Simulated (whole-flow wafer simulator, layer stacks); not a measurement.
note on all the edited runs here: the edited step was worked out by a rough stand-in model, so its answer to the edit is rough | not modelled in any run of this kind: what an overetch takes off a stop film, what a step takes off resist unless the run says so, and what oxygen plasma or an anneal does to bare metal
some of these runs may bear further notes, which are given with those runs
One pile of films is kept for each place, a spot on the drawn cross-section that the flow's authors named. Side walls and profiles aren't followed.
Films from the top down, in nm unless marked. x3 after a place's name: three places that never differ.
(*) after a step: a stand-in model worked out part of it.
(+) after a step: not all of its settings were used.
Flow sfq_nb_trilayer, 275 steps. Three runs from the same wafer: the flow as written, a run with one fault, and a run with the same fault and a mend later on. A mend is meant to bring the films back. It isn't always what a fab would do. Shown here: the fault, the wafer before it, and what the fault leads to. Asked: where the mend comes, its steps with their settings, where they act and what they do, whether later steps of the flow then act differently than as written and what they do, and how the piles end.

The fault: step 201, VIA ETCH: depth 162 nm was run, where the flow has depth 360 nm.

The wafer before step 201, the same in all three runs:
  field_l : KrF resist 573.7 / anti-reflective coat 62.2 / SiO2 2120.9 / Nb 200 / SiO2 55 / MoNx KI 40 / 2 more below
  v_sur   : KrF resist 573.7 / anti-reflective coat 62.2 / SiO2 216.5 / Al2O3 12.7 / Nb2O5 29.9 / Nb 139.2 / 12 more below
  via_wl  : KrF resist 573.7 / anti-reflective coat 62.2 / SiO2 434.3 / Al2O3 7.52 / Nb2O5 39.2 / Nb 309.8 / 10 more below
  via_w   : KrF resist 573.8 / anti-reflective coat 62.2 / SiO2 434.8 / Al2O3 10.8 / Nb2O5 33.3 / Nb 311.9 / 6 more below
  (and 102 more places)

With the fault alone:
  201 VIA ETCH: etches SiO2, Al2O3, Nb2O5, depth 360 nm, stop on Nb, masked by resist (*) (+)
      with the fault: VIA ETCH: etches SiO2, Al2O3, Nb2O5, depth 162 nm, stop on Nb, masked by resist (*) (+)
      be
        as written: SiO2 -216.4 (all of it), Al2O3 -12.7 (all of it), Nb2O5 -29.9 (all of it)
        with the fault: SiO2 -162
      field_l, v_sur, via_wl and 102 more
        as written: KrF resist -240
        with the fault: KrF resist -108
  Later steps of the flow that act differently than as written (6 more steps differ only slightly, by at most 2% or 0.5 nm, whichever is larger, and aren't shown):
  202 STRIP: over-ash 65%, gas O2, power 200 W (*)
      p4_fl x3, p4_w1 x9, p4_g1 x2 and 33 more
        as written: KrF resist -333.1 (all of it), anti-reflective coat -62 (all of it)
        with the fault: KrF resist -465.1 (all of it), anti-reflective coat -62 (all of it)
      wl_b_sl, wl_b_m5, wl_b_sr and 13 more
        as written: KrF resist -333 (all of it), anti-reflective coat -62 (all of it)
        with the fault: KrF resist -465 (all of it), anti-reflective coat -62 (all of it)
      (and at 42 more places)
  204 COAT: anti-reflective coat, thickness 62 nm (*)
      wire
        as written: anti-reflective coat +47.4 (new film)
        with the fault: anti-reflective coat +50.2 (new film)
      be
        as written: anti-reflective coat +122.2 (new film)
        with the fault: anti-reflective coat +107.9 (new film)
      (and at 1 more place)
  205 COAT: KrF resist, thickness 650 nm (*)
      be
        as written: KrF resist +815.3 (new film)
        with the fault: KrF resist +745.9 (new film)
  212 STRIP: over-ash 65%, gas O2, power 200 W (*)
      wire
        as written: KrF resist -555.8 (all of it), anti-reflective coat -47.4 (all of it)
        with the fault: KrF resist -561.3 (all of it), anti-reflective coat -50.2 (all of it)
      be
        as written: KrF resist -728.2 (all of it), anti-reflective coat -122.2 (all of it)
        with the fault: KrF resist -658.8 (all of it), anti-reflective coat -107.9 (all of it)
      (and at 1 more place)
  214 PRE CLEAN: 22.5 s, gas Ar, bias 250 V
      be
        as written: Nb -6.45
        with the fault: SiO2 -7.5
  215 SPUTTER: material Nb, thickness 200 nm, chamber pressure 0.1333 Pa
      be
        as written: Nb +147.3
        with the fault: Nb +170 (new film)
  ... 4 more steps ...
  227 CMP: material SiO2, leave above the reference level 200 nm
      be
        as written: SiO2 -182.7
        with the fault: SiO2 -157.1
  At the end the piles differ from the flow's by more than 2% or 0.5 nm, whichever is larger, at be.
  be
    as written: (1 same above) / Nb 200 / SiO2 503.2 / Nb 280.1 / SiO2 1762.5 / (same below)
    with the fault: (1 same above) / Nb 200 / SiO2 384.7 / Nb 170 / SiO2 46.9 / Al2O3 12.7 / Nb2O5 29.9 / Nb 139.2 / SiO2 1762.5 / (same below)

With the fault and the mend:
  The mend comes after step 202.
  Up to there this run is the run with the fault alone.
  202a COAT: anti-reflective coat, thickness 62 nm (*) (the flow's step 194 once more)
      p4_fl x3, p4_w1 x9, p4_g1 x2 and 50 more
        anti-reflective coat +62 (new film)
      field_l, v_sur, wl_a_sl, wl_a_m6, wl_a_sr, wl_g_sr
        anti-reflective coat +61.9 (new film)
      via_wl, via_w, gap
        anti-reflective coat +61.8 (new film)
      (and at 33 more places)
  202b COAT: KrF resist, thickness 650 nm (the flow's step 195 once more)
      p4_fl x3, p4_w1 x9, p4_g1 x2 and 33 more
        KrF resist +650 (new film)
      wl_b_m5, wl_b_sr, wl_c_sl and 12 more
        KrF resist +649.9 (new film)
      field_l, wl_b_sl, wl_g_m5
        KrF resist +649.8 (new film)
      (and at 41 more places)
  202c SOFTBAKE: KrF resist (the flow's step 196 once more)
      changes no film at any place that is followed
  202d EXPOSE: photomask I5, dose 12.41 mJ/cm2, NA 0.6, wavelength 248 nm (*) (the flow's step 197 once more)
      changes no film at any place that is followed
  202e PEB: KrF resist, 90 s (the flow's step 198 once more)
      field_l, v_sur, via_wl and 83 more
        KrF resist -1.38
      via_wr, via_sp, via_v, wire
        KrF resist -1.37
      ce_l, moat, field_r, wl_jj
        KrF resist -1.39
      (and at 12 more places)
  202f DEVELOP: KrF resist, thickness 650 nm, 60 s (the flow's step 199 once more)
      field_l, v_sur, via_wl and 102 more
        KrF resist -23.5
      be
        KrF resist -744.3 (all of it)
  202g VIA ETCH: etches anti-reflective coat, depth 125 nm, masked by resist (+) (the flow's step 200 once more)
      field_l, v_sur, via_wl and 102 more
        KrF resist -69.4
      be
        anti-reflective coat -107.9 (all of it), SiO2 -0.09
  202h VIA ETCH: etches SiO2, Al2O3, Nb2O5, depth 198 nm, stop on Nb, masked by resist (*) (+) (the flow's step 201 once more, with other settings)
      field_l, v_sur, via_wl and 102 more
        KrF resist -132
      be
        SiO2 -54.3 (all of it), Al2O3 -12.7 (all of it), Nb2O5 -29.9 (all of it)
  202i STRIP: over-ash 65%, gas O2, power 200 W (*) (the flow's step 202 once more)
      p4_fl x3, p4_w1 x9, p4_g1 x2 and 33 more
        KrF resist -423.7 (all of it), anti-reflective coat -62 (all of it)
      wl_b_sl, wl_b_m5, wl_b_sr and 7 more
        KrF resist -423.5 (all of it), anti-reflective coat -62 (all of it)
      wl_c_sr, wl_d_sl, wl_d_m1, wl_d_sr, wl_e_sl, wl_e_m5, wl_e_sr
        KrF resist -423.6 (all of it), anti-reflective coat -62 (all of it)
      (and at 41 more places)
  No later step of the flow acts differently than as written at any place that is followed.
  At the end the piles are the same as the flow's at every place that both follow.
